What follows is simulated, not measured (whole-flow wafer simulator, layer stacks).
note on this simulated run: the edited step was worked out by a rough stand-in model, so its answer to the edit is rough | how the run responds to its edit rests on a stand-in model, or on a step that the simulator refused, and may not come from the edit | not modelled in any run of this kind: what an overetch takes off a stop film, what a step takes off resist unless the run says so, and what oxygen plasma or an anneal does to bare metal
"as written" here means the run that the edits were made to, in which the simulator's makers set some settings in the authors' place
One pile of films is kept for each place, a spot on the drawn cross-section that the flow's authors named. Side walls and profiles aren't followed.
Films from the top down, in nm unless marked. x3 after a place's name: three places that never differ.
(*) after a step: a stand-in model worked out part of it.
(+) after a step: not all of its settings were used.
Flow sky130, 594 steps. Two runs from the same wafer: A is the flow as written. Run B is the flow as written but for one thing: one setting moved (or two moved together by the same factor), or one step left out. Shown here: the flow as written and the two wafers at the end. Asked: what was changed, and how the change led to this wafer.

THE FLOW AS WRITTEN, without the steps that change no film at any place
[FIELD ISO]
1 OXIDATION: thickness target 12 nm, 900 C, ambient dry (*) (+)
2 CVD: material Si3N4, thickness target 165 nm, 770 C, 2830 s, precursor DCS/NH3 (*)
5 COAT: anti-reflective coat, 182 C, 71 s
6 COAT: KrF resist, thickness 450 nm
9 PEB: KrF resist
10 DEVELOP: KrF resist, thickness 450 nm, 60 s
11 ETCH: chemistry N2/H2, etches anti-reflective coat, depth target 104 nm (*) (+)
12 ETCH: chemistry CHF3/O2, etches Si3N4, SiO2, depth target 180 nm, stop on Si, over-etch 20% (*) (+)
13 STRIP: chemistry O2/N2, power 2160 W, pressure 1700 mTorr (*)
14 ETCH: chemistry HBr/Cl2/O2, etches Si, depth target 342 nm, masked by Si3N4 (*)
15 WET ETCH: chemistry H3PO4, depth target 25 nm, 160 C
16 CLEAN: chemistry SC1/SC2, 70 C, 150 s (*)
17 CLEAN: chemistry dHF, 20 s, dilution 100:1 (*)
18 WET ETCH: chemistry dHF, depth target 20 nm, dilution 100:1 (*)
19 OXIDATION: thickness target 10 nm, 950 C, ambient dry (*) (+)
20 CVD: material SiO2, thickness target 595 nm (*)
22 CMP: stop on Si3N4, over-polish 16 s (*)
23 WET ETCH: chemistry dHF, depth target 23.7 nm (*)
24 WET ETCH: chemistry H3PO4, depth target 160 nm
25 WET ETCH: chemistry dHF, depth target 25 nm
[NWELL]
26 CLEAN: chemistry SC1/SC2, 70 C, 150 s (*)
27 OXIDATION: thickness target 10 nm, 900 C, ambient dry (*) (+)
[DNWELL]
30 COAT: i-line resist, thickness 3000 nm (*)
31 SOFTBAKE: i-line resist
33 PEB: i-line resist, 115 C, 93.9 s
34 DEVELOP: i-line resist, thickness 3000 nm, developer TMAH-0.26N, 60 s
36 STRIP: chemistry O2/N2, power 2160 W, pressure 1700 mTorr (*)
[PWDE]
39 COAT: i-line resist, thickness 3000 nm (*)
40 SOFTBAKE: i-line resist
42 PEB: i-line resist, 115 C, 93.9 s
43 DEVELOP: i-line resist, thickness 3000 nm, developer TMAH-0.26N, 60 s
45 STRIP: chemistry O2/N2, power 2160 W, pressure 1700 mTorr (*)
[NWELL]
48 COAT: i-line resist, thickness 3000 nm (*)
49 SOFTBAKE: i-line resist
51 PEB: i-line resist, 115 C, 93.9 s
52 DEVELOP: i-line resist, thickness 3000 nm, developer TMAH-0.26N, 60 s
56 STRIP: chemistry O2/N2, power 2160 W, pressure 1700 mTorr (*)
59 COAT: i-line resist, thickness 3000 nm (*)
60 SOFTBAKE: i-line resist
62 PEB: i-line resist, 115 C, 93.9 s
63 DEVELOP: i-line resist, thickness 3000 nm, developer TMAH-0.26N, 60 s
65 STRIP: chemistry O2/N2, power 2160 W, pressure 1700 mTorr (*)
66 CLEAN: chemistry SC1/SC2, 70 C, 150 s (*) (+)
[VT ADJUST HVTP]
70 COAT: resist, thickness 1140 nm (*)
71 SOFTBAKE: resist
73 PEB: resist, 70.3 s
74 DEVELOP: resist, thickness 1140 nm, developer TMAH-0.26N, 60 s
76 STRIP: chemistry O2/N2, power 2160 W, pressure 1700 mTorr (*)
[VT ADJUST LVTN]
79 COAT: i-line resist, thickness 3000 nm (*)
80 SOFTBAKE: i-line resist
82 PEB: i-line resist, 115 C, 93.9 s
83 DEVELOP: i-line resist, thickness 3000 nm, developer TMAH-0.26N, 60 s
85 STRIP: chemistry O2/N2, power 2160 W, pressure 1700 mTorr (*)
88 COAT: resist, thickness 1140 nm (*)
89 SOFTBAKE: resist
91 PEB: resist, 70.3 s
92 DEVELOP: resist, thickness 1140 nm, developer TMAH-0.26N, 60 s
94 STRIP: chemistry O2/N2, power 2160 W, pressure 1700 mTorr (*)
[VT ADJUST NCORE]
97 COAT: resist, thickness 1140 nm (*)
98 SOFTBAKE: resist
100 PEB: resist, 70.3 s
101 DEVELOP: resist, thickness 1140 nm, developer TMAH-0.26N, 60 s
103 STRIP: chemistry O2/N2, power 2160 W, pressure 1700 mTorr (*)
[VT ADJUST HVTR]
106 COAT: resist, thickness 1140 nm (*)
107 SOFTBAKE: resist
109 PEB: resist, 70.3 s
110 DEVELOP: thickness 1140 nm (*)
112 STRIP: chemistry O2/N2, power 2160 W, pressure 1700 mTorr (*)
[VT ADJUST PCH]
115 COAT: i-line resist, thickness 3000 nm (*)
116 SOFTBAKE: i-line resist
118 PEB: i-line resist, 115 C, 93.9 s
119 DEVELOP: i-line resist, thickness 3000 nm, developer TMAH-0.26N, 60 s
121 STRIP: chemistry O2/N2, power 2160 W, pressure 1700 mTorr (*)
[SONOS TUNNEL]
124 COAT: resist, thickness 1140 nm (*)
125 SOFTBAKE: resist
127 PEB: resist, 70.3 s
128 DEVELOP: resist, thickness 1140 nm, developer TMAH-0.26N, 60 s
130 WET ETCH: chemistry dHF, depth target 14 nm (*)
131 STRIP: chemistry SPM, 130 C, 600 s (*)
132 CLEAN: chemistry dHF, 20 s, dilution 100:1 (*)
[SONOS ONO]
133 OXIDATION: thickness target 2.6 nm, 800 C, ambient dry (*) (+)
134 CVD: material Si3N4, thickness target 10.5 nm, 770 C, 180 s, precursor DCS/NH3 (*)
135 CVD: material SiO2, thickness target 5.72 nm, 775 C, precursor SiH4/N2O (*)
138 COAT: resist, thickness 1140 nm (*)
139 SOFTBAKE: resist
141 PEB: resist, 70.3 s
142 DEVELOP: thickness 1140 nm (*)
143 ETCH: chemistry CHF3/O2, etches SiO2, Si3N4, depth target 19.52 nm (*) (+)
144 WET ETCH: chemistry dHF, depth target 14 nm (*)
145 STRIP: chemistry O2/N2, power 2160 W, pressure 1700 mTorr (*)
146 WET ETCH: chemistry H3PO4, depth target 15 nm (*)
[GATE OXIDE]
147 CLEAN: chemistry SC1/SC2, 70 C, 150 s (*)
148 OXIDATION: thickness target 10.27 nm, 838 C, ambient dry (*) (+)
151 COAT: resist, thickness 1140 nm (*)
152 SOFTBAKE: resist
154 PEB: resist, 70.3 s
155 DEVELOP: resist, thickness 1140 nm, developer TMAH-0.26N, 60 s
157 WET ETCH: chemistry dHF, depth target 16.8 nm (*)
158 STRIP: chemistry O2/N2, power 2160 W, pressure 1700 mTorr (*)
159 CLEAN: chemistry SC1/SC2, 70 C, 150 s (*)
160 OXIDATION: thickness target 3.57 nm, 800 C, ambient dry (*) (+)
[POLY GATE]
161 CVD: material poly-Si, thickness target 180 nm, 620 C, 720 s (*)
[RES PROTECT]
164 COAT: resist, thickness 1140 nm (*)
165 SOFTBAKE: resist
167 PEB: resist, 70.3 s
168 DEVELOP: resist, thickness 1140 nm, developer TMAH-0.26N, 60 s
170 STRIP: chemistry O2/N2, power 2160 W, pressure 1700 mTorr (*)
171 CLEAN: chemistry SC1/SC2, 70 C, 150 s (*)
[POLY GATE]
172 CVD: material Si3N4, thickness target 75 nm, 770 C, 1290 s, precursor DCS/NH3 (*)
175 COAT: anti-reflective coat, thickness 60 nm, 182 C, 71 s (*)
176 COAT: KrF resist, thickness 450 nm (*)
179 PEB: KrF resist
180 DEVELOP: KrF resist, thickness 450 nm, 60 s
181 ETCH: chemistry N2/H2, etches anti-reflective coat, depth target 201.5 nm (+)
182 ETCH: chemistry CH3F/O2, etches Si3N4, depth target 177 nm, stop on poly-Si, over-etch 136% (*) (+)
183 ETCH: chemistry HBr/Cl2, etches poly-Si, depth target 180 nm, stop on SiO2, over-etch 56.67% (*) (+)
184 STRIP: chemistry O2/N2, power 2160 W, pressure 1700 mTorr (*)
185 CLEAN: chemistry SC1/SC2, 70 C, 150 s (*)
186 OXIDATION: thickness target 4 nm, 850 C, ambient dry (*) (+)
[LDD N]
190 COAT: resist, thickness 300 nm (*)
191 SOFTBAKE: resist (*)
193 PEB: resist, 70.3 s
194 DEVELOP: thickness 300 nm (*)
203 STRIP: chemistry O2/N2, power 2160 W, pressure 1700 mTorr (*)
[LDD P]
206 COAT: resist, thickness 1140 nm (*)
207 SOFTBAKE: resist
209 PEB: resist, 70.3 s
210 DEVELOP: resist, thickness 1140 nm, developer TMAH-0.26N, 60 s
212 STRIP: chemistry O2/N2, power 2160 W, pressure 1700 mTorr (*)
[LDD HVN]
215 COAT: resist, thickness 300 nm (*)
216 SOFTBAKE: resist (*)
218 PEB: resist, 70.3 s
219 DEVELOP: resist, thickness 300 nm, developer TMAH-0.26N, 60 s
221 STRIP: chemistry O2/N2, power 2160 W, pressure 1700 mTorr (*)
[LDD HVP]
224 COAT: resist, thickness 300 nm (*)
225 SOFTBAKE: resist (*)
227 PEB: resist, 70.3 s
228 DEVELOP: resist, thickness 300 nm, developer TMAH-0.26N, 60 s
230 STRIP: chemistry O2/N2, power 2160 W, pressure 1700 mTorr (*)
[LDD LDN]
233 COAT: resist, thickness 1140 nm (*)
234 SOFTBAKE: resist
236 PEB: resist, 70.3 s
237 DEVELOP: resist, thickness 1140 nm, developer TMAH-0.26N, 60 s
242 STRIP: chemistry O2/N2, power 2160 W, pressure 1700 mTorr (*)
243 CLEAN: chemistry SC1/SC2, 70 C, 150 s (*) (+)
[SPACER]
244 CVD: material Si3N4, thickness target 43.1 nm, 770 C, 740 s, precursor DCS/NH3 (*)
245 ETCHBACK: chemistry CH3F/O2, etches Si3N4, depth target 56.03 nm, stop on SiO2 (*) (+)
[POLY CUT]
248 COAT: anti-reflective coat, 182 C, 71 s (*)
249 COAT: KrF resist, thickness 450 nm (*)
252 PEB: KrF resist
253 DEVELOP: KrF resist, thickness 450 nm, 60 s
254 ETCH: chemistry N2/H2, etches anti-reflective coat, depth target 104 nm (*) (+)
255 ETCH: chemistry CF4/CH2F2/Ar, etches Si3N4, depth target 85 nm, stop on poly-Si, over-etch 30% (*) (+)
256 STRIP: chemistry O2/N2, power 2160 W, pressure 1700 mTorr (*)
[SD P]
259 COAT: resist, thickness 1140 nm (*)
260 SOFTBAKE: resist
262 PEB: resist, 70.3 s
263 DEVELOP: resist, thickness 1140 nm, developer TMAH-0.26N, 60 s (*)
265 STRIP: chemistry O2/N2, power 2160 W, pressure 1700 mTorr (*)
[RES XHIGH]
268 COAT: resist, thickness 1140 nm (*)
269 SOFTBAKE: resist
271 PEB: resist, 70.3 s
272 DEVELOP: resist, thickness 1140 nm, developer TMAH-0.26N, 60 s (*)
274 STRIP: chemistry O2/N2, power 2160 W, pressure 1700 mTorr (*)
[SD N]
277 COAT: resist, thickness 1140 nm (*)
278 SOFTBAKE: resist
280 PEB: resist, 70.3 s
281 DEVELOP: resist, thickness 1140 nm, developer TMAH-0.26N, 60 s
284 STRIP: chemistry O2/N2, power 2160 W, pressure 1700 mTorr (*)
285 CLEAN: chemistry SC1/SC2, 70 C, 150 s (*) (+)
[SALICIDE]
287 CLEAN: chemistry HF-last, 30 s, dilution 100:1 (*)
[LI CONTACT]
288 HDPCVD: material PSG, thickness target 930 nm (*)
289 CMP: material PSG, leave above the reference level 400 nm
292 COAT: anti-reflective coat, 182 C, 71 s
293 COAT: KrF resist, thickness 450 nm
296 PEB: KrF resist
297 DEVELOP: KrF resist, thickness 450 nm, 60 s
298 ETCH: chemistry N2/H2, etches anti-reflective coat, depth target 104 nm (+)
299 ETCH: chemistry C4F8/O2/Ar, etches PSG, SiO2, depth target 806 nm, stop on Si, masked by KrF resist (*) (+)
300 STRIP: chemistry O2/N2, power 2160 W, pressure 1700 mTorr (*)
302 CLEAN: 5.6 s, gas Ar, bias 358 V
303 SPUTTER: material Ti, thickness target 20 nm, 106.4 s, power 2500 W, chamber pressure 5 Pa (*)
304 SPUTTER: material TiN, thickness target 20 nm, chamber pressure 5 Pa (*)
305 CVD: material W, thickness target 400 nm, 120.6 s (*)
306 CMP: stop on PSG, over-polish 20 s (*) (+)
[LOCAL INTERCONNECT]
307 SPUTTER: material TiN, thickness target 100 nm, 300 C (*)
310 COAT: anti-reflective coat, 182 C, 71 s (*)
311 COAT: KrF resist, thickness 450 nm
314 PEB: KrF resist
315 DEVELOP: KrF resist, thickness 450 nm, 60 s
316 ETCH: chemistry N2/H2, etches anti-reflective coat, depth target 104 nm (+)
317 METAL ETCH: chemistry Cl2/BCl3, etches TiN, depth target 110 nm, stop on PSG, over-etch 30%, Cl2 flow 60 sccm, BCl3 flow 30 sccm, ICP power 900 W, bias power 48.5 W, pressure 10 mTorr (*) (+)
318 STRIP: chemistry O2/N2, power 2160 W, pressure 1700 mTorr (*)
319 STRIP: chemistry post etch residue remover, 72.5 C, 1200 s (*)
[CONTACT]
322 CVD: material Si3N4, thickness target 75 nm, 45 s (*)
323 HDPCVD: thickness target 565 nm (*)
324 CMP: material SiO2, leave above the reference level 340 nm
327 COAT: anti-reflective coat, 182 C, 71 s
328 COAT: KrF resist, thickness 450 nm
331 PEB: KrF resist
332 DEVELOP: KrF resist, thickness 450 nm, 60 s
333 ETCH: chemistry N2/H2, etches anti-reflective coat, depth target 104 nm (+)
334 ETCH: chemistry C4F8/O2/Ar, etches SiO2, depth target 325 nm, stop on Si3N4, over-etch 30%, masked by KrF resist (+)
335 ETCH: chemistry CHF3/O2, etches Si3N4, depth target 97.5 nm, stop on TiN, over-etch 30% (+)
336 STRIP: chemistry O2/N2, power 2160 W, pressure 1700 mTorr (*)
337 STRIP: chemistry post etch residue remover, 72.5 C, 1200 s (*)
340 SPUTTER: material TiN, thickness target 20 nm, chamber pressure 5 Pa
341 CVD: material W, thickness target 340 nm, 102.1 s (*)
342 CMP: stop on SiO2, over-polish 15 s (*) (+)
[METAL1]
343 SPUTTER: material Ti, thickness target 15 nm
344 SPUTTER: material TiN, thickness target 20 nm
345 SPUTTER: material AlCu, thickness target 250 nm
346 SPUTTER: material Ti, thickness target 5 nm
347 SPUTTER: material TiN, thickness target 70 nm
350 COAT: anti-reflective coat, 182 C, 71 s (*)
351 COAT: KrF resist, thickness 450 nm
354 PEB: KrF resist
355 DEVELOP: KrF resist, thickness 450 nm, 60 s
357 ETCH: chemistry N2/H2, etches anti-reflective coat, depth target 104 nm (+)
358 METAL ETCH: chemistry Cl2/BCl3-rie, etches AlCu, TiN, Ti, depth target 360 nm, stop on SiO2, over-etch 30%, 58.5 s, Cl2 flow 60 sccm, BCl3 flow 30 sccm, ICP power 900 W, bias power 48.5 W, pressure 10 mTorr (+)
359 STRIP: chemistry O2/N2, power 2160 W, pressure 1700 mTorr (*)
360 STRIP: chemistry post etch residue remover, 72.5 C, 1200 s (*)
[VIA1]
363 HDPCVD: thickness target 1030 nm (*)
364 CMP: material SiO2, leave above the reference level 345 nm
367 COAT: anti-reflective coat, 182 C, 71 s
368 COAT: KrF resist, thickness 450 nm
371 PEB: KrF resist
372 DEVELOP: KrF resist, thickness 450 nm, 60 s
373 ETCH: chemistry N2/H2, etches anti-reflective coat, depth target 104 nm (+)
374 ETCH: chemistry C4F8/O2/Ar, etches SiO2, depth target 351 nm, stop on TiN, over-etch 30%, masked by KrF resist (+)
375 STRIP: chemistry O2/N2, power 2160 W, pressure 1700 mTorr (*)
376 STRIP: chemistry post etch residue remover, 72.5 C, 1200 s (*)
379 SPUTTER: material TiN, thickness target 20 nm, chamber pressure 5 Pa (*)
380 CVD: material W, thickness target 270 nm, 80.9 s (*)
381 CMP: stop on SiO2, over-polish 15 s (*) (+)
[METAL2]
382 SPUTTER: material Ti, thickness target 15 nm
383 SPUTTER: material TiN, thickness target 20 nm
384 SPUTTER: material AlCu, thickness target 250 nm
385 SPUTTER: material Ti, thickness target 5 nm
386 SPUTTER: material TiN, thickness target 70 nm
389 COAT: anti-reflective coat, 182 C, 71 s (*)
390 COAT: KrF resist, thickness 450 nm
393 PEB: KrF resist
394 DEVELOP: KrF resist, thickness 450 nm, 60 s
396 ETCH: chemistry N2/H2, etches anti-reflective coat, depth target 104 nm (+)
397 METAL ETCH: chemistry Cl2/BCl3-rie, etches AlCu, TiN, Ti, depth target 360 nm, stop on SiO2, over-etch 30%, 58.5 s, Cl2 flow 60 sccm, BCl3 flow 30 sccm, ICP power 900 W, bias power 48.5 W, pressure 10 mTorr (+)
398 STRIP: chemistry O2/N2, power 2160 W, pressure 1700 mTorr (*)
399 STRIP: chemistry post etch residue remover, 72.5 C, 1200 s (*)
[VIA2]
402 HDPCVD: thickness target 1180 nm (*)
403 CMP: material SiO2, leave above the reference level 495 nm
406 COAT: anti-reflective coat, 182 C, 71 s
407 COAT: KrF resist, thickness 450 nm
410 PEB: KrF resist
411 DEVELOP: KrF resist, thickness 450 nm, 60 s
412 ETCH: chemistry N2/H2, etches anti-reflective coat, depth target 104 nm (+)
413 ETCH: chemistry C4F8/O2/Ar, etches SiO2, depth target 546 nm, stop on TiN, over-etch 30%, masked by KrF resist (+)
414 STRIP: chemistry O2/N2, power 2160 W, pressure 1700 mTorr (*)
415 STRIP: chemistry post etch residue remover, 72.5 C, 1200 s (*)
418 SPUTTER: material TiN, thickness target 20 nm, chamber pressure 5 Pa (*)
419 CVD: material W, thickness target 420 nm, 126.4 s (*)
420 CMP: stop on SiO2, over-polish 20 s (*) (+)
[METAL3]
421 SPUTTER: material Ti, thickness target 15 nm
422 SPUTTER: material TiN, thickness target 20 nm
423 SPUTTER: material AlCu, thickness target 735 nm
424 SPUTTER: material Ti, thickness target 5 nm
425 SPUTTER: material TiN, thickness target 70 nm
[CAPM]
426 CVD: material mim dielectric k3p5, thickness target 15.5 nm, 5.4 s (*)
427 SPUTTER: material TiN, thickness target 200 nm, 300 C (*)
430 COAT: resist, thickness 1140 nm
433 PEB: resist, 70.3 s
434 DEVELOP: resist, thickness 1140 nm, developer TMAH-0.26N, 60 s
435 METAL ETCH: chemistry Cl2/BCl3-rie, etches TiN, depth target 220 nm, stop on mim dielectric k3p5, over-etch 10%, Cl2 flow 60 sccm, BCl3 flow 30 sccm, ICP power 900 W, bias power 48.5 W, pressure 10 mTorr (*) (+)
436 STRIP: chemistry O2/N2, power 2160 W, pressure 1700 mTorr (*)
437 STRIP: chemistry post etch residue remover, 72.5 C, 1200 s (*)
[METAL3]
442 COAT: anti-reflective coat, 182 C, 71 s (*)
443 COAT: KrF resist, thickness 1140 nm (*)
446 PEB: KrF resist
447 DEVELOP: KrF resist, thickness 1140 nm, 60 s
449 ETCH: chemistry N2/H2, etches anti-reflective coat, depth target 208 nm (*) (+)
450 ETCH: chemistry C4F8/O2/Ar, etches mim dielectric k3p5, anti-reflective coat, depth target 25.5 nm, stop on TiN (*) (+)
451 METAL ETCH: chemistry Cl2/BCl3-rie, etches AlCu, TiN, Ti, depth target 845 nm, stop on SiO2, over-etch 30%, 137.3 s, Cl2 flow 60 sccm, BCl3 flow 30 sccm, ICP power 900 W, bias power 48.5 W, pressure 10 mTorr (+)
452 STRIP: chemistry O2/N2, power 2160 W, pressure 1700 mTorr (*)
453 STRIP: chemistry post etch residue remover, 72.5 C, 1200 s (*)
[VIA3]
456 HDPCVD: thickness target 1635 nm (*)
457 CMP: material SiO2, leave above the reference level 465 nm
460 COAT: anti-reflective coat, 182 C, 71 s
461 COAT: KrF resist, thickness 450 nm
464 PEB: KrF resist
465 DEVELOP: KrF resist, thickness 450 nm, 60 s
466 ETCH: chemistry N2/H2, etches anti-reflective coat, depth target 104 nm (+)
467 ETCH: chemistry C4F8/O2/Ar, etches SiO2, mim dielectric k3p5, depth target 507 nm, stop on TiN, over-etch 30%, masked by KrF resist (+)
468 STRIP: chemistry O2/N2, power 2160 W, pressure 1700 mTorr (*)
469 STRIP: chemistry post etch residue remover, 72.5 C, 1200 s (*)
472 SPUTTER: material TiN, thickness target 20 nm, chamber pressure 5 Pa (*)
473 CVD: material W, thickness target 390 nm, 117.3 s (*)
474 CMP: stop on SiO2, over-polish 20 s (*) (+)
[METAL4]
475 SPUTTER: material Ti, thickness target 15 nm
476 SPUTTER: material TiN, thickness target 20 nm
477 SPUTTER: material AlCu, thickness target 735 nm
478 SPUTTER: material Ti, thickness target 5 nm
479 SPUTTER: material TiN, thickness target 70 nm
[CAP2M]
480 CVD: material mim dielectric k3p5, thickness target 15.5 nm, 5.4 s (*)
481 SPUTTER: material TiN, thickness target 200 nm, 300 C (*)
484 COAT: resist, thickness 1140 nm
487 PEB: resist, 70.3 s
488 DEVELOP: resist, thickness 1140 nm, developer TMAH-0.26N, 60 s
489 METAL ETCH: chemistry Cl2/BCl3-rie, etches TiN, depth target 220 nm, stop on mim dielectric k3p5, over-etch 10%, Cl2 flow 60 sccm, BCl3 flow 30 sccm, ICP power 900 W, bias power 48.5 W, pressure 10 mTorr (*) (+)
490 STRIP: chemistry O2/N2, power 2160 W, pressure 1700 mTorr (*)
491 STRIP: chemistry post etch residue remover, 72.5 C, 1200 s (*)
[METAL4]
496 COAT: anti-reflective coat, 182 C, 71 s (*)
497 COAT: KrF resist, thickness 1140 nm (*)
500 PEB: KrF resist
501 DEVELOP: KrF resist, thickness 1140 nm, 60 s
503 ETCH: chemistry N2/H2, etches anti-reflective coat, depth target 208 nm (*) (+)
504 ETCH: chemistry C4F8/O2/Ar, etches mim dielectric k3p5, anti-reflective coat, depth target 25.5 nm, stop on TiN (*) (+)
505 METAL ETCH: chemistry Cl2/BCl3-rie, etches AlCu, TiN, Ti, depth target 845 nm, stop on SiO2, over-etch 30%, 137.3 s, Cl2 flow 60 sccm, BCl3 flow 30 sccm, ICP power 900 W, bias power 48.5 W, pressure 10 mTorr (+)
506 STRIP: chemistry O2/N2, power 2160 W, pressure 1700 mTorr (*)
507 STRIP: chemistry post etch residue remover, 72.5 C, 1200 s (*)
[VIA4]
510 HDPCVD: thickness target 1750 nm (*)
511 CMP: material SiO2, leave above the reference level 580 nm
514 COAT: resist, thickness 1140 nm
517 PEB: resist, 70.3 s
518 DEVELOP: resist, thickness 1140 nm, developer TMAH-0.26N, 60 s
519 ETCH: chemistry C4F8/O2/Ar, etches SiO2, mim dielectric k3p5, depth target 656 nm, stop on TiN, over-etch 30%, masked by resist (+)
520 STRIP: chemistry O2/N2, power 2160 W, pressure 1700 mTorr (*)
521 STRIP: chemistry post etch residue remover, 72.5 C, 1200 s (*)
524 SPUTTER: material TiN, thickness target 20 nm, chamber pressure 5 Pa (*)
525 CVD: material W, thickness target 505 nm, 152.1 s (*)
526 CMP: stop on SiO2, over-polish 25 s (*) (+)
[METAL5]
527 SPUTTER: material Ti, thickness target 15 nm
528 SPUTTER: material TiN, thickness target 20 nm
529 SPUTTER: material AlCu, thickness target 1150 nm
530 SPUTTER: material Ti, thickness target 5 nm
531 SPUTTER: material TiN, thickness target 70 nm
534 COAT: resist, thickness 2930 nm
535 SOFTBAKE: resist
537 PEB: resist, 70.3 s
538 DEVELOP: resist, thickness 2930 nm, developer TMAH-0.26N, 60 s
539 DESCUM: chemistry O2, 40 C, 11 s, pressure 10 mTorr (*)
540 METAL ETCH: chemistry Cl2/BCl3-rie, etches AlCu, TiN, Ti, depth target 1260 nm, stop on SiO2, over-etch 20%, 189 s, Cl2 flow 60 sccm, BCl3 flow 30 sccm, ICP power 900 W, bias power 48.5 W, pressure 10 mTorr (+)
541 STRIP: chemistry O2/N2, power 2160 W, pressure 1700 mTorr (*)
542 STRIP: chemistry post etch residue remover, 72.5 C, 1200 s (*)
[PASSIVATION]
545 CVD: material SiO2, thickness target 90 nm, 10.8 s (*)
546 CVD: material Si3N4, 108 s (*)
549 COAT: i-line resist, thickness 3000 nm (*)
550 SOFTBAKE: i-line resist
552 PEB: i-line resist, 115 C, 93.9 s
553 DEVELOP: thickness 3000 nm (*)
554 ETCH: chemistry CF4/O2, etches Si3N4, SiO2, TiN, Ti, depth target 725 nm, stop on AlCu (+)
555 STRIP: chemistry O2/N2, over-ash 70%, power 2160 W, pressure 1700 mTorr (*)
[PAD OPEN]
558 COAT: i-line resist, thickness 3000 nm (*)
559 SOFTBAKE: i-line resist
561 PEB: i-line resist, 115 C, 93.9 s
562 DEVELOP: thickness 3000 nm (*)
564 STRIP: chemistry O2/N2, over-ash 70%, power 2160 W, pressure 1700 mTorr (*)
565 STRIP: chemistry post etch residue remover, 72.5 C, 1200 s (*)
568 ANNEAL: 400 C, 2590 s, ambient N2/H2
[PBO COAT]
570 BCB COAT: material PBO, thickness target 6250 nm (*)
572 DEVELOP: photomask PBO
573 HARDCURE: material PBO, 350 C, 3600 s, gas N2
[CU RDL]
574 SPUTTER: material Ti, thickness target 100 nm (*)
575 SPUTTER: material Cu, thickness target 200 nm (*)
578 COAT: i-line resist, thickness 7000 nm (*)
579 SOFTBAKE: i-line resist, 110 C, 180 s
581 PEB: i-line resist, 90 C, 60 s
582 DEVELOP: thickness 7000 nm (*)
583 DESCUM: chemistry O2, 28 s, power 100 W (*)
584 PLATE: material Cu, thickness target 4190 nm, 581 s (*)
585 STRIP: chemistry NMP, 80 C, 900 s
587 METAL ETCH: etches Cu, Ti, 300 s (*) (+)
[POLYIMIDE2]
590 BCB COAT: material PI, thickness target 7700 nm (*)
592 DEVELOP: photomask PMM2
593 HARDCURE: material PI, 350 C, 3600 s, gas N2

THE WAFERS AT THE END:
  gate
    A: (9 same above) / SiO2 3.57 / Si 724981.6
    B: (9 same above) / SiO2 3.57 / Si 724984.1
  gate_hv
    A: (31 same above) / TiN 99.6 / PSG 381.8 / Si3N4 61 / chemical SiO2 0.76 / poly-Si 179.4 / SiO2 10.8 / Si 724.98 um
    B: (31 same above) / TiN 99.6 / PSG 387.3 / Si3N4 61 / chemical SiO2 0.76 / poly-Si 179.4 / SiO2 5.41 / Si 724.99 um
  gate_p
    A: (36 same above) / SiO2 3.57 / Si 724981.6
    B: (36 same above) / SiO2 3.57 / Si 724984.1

The cause: step 148, OXIDATION: thickness target 4.621 nm was run, where the flow has thickness target 10.27 nm.

How the change led to this, step by step:
  148 OXIDATION: thickness target 10.27 nm, 838 C, ambient dry (*) (+)
      active, n_well, p_well and 98 more: A SiO2 +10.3 (new film), chemical SiO2 -0.76 (all of it), Si -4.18 | B SiO2 +4.62 (new film), chemical SiO2 -0.76 (all of it), Si -1.7
      mim, vpp_sp, vpp_ln and 61 more: A SiO2 +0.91, Si -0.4 | B SiO2 +0.2, Si -0.09
      (and at 23 more places)
  157 WET ETCH: chemistry dHF, depth target 16.8 nm (*)
      active, n_well, p_well and 58 more: A SiO2 -10.3 (all of it) | B SiO2 -4.62 (all of it)
  175 COAT: anti-reflective coat, thickness 60 nm, 182 C, 71 s (*)
      p_well, sd_n, sd_p, contact: A anti-reflective coat +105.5 (new film) | B anti-reflective coat +102.7 (new film)
      drift_pwde_fp, de16_pw_fp: A anti-reflective coat +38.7 (new film) | B anti-reflective coat +37.8 (new film)
      (and at 53 more places)
  181 ETCH: chemistry N2/H2, etches anti-reflective coat, depth target 201.5 nm (+)
      n_well, gate, gate_hv and 74 more: A KrF resist -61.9 | B KrF resist -63.3
      p_well, sd_n, sd_p, contact: A anti-reflective coat -105.5 (all of it), Si3N4 -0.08 | B anti-reflective coat -102.7 (all of it), Si3N4 -0.15
      (and at 26 more places)
  184 STRIP: chemistry O2/N2, power 2160 W, pressure 1700 mTorr (*)
      n_well: A KrF resist -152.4 (all of it), anti-reflective coat -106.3 (all of it) | B KrF resist -151.8 (all of it), anti-reflective coat -103.6 (all of it)
      gate: A KrF resist -168 (all of it), anti-reflective coat -88.5 (all of it) | B KrF resist -166.8 (all of it), anti-reflective coat -86.1 (all of it)
      (and at 27 more places)
  190 COAT: resist, thickness 300 nm (*)
      n_well: A resist +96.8 (new film) | B resist +93.9 (new film)
      pad: A resist +87.2 (new film) | B resist +89.9 (new film)
  203 STRIP: chemistry O2/N2, power 2160 W, pressure 1700 mTorr (*)
      n_well: A resist -95.8 (all of it) | B resist -93 (all of it)
      pad: A resist -86.4 (all of it) | B resist -89 (all of it)
  215 COAT: resist, thickness 300 nm (*)
      n_well: A resist +96.8 (new film) | B resist +93.9 (new film)
      pad: A resist +87.2 (new film) | B resist +89.9 (new film)
  221 STRIP: chemistry O2/N2, power 2160 W, pressure 1700 mTorr (*)
      n_well: A resist -95.8 (all of it) | B resist -93 (all of it)
      pad: A resist -86.4 (all of it) | B resist -89 (all of it)
  224 COAT: resist, thickness 300 nm (*)
      n_well: A resist +96.8 (new film) | B resist +93.9 (new film)
      pad: A resist +87.2 (new film) | B resist +89.9 (new film)
  230 STRIP: chemistry O2/N2, power 2160 W, pressure 1700 mTorr (*)
      n_well: A resist -95.8 (all of it) | B resist -93 (all of it)
      pad: A resist -86.4 (all of it) | B resist -89 (all of it)
  248 COAT: anti-reflective coat, 182 C, 71 s (*)
      p_well, sd_n, sd_p, contact: A anti-reflective coat +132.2 (new film) | B anti-reflective coat +129.3 (new film)
      gate_hv: A anti-reflective coat +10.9 (new film) | B anti-reflective coat +11.5 (new film)
      (and at 33 more places)
  256 STRIP: chemistry O2/N2, power 2160 W, pressure 1700 mTorr (*)
      p_well, sd_n, sd_p, contact: A KrF resist -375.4 (all of it), anti-reflective coat -132.2 (all of it) | B KrF resist -375.4 (all of it), anti-reflective coat -129.3 (all of it)
      gate_hv: A KrF resist -314.7 (all of it), anti-reflective coat -10.9 (all of it) | B KrF resist -316.3 (all of it), anti-reflective coat -11.5 (all of it)
      (and at 33 more places)
  306 CMP: stop on PSG, over-polish 20 s (*) (+)
      poly_licon: A W -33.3 | B W -30.4
